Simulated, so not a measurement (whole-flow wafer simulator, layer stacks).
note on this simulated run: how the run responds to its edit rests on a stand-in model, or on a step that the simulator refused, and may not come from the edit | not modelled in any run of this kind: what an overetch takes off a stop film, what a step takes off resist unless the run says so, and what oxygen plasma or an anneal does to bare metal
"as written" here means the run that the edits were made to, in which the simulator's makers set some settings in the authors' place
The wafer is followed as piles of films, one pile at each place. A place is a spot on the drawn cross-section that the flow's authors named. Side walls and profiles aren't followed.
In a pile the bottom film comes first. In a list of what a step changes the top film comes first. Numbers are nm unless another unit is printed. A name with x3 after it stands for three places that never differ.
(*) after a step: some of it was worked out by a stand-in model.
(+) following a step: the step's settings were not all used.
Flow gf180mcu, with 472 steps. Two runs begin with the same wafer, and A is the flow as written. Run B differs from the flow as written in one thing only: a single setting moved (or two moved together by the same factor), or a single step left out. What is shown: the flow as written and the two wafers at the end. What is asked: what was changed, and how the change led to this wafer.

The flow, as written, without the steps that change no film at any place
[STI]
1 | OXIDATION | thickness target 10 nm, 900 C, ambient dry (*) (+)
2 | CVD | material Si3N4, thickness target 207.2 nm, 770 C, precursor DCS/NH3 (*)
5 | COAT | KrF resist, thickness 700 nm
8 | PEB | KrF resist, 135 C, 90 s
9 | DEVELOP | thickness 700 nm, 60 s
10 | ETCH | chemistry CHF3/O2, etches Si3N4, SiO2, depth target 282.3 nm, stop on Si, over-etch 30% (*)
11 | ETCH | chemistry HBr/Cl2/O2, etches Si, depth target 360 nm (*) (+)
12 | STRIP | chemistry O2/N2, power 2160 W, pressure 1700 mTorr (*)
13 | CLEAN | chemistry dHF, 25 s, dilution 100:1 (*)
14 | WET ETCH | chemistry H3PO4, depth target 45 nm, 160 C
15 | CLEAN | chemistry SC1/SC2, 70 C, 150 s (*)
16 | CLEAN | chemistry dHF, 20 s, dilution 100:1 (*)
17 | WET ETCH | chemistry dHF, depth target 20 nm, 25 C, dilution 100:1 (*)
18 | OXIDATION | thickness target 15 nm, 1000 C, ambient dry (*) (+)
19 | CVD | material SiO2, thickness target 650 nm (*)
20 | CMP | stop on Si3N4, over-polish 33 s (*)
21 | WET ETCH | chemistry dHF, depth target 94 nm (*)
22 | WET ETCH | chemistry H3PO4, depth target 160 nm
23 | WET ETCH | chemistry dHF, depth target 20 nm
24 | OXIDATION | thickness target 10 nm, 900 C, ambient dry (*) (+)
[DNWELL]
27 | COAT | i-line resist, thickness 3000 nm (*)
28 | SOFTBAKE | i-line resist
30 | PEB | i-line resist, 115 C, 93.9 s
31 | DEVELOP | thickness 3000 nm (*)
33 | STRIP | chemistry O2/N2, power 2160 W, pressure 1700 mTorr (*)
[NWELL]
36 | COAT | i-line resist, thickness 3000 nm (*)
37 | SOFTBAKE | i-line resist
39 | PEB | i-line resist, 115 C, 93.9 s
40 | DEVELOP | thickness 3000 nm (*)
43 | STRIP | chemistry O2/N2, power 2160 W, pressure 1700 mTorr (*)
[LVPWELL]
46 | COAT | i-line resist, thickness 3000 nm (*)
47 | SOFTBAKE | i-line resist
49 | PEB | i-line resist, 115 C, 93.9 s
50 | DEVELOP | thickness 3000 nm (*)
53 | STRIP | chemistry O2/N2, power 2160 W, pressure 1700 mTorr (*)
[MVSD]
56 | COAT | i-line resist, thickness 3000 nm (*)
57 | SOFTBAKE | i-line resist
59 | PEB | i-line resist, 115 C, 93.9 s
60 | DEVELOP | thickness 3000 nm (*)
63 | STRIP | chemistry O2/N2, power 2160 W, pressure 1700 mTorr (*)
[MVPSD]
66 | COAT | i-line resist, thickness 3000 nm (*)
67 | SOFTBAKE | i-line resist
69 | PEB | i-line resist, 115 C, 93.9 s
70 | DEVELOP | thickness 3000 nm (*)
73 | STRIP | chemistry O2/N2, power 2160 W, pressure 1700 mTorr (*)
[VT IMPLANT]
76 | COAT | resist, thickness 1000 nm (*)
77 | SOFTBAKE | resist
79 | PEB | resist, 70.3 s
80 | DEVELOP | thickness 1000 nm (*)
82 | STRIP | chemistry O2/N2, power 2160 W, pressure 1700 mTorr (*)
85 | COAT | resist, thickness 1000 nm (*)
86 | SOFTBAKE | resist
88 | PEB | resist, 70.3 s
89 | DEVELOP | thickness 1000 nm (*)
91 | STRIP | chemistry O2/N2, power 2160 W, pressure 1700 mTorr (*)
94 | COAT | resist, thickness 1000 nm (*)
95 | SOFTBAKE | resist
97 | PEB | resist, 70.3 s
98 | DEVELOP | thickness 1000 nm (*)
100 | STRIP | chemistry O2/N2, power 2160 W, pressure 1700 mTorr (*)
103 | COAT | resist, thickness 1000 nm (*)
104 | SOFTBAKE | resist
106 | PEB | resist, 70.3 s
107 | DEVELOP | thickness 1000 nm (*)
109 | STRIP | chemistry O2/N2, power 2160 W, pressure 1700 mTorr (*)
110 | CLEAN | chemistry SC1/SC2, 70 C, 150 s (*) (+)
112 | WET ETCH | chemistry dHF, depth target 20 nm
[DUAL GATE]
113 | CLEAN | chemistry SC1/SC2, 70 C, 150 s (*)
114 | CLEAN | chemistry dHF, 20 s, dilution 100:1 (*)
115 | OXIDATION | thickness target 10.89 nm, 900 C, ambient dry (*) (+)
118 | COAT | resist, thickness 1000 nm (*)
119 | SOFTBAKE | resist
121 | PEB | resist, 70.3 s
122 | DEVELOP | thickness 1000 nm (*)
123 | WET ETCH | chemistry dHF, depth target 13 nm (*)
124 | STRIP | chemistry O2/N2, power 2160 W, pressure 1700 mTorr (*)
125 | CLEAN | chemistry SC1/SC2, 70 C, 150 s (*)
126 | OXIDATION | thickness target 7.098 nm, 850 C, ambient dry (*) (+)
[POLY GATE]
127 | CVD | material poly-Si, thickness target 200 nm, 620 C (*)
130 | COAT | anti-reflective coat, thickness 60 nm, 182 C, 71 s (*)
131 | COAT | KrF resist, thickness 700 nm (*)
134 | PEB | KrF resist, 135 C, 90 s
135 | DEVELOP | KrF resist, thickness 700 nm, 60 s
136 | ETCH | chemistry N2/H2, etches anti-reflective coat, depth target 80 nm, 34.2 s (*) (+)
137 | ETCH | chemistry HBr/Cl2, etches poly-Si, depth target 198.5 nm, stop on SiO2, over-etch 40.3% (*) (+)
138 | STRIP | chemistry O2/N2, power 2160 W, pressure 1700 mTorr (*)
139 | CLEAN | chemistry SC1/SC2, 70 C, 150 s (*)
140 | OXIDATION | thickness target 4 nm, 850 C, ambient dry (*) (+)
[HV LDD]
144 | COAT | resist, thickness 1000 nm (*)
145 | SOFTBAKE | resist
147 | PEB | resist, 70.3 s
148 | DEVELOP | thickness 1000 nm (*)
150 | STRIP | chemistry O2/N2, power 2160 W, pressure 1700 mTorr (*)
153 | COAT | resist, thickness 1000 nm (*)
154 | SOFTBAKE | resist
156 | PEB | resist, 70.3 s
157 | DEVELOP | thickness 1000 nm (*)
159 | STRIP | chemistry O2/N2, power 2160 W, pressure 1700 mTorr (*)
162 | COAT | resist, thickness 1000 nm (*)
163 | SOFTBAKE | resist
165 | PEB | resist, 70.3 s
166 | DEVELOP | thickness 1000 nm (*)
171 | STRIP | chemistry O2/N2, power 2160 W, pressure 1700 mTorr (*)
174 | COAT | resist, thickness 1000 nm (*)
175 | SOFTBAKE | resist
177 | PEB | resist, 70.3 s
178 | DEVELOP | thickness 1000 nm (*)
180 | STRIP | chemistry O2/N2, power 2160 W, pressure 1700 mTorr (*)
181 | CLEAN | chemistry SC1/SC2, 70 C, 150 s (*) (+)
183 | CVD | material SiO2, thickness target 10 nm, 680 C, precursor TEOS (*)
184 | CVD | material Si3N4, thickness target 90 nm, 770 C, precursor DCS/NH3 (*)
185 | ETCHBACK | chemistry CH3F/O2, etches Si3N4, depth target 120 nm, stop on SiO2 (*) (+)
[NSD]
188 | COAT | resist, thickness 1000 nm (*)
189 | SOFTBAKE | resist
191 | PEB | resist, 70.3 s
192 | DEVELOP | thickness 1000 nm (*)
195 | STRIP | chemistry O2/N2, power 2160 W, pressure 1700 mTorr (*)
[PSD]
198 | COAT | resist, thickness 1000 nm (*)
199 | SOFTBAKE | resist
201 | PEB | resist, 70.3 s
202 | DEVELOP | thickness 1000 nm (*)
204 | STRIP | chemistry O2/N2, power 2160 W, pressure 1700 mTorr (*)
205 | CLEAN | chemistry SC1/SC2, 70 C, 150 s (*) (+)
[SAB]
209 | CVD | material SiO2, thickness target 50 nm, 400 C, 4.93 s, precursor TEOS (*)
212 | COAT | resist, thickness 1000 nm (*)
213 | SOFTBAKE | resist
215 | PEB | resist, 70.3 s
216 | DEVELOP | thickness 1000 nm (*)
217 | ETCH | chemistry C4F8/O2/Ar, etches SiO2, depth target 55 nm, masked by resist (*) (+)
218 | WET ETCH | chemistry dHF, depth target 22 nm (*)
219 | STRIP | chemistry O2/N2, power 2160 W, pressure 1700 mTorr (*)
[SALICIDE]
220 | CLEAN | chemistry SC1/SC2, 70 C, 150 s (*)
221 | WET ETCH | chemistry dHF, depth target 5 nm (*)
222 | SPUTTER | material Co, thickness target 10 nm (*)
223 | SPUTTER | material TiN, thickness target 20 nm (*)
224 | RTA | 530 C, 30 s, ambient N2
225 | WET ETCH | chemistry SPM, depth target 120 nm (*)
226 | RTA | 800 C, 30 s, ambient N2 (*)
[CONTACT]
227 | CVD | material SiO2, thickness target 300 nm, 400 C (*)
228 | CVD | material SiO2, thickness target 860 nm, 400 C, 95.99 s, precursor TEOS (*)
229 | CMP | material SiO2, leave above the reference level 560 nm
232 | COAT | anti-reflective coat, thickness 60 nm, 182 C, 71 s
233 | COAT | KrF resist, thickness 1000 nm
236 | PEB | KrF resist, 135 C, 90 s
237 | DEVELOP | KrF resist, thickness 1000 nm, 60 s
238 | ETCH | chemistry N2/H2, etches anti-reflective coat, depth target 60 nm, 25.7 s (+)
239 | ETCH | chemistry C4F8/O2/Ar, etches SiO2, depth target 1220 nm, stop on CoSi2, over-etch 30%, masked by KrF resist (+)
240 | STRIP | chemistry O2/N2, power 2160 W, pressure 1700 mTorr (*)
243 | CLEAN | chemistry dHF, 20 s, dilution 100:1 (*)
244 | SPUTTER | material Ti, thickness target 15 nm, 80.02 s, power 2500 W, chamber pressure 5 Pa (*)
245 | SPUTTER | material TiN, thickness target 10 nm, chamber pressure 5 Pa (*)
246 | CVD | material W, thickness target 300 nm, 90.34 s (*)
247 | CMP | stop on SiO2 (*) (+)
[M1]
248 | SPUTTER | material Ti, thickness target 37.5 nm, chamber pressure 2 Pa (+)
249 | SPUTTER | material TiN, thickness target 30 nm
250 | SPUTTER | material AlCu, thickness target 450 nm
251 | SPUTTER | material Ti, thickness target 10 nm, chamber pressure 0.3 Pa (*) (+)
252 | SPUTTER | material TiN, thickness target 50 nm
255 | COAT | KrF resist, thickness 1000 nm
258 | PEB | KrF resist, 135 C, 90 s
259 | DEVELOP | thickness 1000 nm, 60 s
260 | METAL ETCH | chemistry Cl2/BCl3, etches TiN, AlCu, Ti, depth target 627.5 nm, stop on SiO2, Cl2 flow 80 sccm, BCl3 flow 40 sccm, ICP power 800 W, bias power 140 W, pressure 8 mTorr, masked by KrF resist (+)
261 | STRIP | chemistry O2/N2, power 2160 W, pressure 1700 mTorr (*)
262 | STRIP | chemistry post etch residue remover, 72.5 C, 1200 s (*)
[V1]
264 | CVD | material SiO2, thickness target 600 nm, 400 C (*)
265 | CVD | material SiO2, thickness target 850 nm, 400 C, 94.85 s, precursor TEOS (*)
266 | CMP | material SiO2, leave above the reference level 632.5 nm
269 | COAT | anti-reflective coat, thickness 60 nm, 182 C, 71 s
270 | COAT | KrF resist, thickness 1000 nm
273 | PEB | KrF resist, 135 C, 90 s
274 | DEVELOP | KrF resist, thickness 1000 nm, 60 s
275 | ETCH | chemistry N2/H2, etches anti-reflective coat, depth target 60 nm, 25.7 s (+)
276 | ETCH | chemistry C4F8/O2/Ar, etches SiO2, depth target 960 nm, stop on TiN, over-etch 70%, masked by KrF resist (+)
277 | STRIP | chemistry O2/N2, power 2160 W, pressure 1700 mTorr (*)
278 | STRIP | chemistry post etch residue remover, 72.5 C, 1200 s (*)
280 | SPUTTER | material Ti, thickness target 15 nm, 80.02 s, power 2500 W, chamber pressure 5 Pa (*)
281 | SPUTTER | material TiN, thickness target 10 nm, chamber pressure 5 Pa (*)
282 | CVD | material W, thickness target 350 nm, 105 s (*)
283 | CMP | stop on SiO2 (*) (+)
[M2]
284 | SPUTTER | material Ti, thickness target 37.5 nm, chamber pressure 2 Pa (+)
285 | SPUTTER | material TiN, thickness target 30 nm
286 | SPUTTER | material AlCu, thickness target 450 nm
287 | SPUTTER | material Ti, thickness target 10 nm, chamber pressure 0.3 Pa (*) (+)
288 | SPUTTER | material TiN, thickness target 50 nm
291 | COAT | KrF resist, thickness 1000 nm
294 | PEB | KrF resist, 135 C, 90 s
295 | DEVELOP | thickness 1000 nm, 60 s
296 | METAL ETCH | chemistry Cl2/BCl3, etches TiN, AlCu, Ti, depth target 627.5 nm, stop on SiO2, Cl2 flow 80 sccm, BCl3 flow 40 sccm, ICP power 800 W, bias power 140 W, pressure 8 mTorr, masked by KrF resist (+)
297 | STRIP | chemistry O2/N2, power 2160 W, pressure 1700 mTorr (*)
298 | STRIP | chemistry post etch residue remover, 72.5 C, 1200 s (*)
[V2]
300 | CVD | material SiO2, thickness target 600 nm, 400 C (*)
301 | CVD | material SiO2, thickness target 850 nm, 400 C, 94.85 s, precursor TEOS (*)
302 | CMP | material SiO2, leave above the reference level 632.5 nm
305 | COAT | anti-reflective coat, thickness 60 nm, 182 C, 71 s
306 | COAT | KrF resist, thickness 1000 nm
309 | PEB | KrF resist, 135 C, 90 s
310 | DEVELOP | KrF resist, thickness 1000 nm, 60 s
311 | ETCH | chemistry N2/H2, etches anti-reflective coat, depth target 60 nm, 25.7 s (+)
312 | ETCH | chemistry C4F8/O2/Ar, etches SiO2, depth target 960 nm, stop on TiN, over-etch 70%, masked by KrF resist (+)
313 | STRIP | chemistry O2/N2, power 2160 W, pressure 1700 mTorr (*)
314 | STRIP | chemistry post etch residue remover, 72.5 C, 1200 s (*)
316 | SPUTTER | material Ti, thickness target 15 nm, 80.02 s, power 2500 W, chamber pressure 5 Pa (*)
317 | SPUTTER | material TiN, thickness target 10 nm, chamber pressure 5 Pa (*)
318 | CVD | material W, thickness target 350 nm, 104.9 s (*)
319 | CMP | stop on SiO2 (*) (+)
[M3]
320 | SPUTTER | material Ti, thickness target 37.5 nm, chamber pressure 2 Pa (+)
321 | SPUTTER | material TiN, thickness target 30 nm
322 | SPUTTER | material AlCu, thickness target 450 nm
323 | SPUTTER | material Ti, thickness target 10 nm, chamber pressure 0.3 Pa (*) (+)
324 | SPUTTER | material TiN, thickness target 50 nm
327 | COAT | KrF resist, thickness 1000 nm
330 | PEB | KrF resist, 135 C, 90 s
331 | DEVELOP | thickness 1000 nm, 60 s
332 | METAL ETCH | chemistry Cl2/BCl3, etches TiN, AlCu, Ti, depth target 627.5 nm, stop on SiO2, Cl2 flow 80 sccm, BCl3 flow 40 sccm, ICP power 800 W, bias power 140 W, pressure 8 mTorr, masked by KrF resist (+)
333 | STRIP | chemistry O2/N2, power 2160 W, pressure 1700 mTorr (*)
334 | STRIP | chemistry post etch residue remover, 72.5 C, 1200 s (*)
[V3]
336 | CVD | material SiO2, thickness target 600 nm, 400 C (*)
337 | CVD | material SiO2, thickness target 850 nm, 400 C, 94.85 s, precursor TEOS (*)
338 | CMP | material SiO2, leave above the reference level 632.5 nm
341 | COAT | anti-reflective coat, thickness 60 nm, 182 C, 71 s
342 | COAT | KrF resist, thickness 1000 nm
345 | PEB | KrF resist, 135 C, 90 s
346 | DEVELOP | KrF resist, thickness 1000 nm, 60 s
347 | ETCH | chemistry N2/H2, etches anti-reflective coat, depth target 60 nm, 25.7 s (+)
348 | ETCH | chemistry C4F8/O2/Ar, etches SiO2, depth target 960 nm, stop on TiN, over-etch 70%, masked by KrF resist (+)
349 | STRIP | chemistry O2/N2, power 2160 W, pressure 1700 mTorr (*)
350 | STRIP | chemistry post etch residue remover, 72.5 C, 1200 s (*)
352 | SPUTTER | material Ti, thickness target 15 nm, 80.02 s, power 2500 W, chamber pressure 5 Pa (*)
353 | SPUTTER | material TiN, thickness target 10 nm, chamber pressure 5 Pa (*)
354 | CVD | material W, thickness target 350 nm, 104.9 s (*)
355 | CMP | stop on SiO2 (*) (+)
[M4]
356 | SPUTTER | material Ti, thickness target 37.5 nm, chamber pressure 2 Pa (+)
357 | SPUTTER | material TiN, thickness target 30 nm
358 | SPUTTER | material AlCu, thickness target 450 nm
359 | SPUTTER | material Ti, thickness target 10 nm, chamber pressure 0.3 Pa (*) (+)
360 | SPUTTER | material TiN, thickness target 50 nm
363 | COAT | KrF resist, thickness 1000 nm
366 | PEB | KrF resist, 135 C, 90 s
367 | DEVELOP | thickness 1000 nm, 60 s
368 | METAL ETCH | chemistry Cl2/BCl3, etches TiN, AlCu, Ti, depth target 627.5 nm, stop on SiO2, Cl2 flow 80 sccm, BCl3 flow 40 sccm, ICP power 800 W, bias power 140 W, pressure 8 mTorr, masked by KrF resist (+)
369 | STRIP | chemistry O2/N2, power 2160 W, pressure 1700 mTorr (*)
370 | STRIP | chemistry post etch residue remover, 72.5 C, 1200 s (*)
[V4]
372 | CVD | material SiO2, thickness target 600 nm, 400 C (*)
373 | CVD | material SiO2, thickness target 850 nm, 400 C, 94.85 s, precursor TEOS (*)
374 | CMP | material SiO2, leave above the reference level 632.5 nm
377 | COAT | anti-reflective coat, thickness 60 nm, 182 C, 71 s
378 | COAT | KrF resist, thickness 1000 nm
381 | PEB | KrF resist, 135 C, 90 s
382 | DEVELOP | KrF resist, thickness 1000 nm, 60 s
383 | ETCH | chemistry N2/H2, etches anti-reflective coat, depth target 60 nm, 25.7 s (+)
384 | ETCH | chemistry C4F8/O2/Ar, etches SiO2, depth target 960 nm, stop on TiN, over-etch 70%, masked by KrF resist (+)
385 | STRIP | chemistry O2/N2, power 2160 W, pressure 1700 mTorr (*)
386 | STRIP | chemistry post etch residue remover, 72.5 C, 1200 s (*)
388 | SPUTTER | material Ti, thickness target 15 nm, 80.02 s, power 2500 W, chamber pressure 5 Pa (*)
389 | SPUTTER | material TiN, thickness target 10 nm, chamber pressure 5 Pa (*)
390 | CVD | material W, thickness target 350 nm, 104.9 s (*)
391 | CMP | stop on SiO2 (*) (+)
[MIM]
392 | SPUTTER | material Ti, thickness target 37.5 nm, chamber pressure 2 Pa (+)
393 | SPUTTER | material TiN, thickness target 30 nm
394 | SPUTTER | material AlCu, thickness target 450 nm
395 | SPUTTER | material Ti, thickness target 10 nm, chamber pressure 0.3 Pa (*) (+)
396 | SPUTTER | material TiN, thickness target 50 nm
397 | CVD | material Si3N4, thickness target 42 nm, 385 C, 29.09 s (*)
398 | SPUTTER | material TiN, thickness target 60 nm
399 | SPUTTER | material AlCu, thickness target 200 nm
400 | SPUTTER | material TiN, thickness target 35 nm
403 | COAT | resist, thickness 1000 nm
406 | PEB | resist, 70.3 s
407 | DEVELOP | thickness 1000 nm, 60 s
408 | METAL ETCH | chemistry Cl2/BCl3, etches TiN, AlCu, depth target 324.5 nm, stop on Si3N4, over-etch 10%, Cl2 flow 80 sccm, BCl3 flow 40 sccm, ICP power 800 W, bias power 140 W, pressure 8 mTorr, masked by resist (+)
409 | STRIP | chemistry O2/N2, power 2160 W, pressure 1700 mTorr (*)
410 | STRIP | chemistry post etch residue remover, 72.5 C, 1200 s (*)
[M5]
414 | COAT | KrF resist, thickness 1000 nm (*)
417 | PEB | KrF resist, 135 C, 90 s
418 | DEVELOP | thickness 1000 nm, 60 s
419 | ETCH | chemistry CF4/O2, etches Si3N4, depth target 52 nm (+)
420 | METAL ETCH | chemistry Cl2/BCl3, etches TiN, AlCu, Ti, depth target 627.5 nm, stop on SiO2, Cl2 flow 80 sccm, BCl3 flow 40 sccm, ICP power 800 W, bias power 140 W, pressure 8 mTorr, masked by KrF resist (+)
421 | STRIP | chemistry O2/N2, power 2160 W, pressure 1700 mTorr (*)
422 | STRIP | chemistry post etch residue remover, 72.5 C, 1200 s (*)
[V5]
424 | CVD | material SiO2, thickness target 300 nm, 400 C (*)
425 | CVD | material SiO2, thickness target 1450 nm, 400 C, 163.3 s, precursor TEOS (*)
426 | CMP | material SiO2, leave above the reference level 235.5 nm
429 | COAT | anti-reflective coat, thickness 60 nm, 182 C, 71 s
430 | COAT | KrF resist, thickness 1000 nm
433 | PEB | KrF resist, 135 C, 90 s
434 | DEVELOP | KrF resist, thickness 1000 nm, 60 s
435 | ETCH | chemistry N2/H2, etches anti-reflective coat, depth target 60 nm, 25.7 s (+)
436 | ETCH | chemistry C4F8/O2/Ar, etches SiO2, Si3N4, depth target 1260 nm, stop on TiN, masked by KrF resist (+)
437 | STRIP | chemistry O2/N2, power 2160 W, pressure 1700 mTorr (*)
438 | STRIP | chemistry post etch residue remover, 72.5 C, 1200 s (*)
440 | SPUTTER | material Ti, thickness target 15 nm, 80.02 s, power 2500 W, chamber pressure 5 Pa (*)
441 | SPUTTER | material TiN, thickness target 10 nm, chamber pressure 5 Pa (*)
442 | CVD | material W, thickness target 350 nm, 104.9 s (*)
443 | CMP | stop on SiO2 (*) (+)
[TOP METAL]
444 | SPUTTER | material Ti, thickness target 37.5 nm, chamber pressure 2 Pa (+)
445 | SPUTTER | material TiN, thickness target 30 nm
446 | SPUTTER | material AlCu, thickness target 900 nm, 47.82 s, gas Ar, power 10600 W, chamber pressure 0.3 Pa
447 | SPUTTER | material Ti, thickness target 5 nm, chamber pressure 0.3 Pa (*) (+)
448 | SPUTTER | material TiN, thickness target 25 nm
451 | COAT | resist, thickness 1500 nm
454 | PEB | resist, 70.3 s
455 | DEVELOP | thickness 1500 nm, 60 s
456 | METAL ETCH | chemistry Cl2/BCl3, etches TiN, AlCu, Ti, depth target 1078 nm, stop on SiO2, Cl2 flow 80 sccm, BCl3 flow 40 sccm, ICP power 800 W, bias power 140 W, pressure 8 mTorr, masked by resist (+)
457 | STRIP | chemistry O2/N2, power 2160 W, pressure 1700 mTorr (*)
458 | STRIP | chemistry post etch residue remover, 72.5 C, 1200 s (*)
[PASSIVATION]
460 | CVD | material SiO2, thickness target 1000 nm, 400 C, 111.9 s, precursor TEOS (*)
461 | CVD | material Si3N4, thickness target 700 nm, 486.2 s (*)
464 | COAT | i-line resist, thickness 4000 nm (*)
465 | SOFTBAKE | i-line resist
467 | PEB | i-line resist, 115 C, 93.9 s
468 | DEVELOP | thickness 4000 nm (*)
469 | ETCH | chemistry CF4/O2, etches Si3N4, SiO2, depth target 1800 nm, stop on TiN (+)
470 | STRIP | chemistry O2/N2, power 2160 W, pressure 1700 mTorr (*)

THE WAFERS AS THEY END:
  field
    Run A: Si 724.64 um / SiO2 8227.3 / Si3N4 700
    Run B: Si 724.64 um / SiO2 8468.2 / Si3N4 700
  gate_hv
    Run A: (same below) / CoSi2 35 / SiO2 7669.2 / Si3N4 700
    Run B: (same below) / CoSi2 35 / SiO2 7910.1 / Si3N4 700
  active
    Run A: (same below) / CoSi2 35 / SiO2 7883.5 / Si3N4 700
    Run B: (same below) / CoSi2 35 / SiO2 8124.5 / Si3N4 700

The reason: step 229, CMP: leave above the reference level 801 nm was run, though the flow has leave above the reference level 560 nm.

Step by step, how the change led to this:
  229 | CMP | material SiO2, leave above the reference level 560 nm
      field__w3: A -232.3 SiO2 | B nothing
      field__w12: A -232.1 SiO2 | B nothing
      (and at 109 other places as well)
  232 | COAT | anti-reflective coat, thickness 60 nm, 182 C, 71 s
      field__w3: A +60 anti-reflective coat (new film) | B +67.9 anti-reflective coat (new film)
      field__w7: A +60 anti-reflective coat (new film) | B +55.2 anti-reflective coat (new film)
      (and at 7 other places as well)
  239 | ETCH | chemistry C4F8/O2/Ar, etches SiO2, depth target 1220 nm, stop on CoSi2, over-etch 30%, masked by KrF resist (+)
      field, field__w1, field__w2 and 105 more: A -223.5 KrF resist | B -244 KrF resist
      polyc_n, polyc_p: A -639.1 SiO2 (all of it) | B -880.1 SiO2 (all of it)
      (and at 1 other place as well)
  240 | STRIP | chemistry O2/N2, power 2160 W, pressure 1700 mTorr (*)
      field__w1, field__w8, field__w10 and 49 more: A -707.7 KrF resist (all of it), -60 anti-reflective coat (all of it) | B -687.2 KrF resist (all of it), -60 anti-reflective coat (all of it)
      field, field_sub, field_sub__w1 and 27 more: A -707.7 KrF resist (all of it), -60 anti-reflective coat (all of it) | B -687.1 KrF resist (all of it), -60 anti-reflective coat (all of it)
      (and at 26 other places as well)
  244 | SPUTTER | material Ti, thickness target 15 nm, 80.02 s, power 2500 W, chamber pressure 5 Pa (*)
      contact: A +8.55 Ti (new film) | B +7.44 Ti (new film)
  245 | SPUTTER | material TiN, thickness target 10 nm, chamber pressure 5 Pa (*)
      contact: A +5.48 TiN (new film) | B +4.79 TiN (new film)
  246 | CVD | material W, thickness target 300 nm, 90.34 s (*)
      polyc_n, polyc_p: A +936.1 W (new film) | B +1177.1 W (new film)
      contact: A +1167.5 W (new film) | B +1410.3 W (new film)
  247 | CMP | stop on SiO2 (*) (+)
      field__w3: A -300 W (all of it), -10 TiN (all of it), -15 Ti (all of it), -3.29 SiO2 | B -300 W (all of it), -10 TiN (all of it), -9.61 Ti
      field__w12: A -300 W (all of it), -10 TiN (all of it), -15 Ti (all of it), -3.29 SiO2 | B -300 W (all of it), -10 TiN (all of it), -9.45 Ti
      (and at 1 other place as well)
  248 | SPUTTER | material Ti, thickness target 37.5 nm, chamber pressure 2 Pa (+)
      field__w3, field__w12: A +37.5 Ti (new film) | B +37.5 Ti
  260 | METAL ETCH | chemistry Cl2/BCl3, etches TiN, AlCu, Ti, depth target 627.5 nm, stop on SiO2, Cl2 flow 80 sccm, BCl3 flow 40 sccm, ICP power 800 W, bias power 140 W, pressure 8 mTorr, masked by KrF resist (+)
      mim: A -50 TiN (all of it), -10 Ti (all of it), -450 AlCu (all of it), -30 TiN (all of it), -37.5 Ti (all of it) | B -50 TiN (all of it), -10 Ti (all of it), -450 AlCu (all of it), -30 TiN (all of it), -37.5 Ti (all of it), -1.18 TiN (all of it), -15 Ti (all of it)
      field__w3: A -50 TiN (all of it), -10 Ti (all of it), -450 AlCu (all of it), -30 TiN (all of it), -37.5 Ti (all of it) | B -50 TiN (all of it), -10 Ti (all of it), -450 AlCu (all of it), -30 TiN (all of it), -42.9 Ti (all of it)
      (and at 1 other place as well)
  266 | CMP | material SiO2, leave above the reference level 632.5 nm
      mim: A -300 SiO2 | B -283.8 SiO2
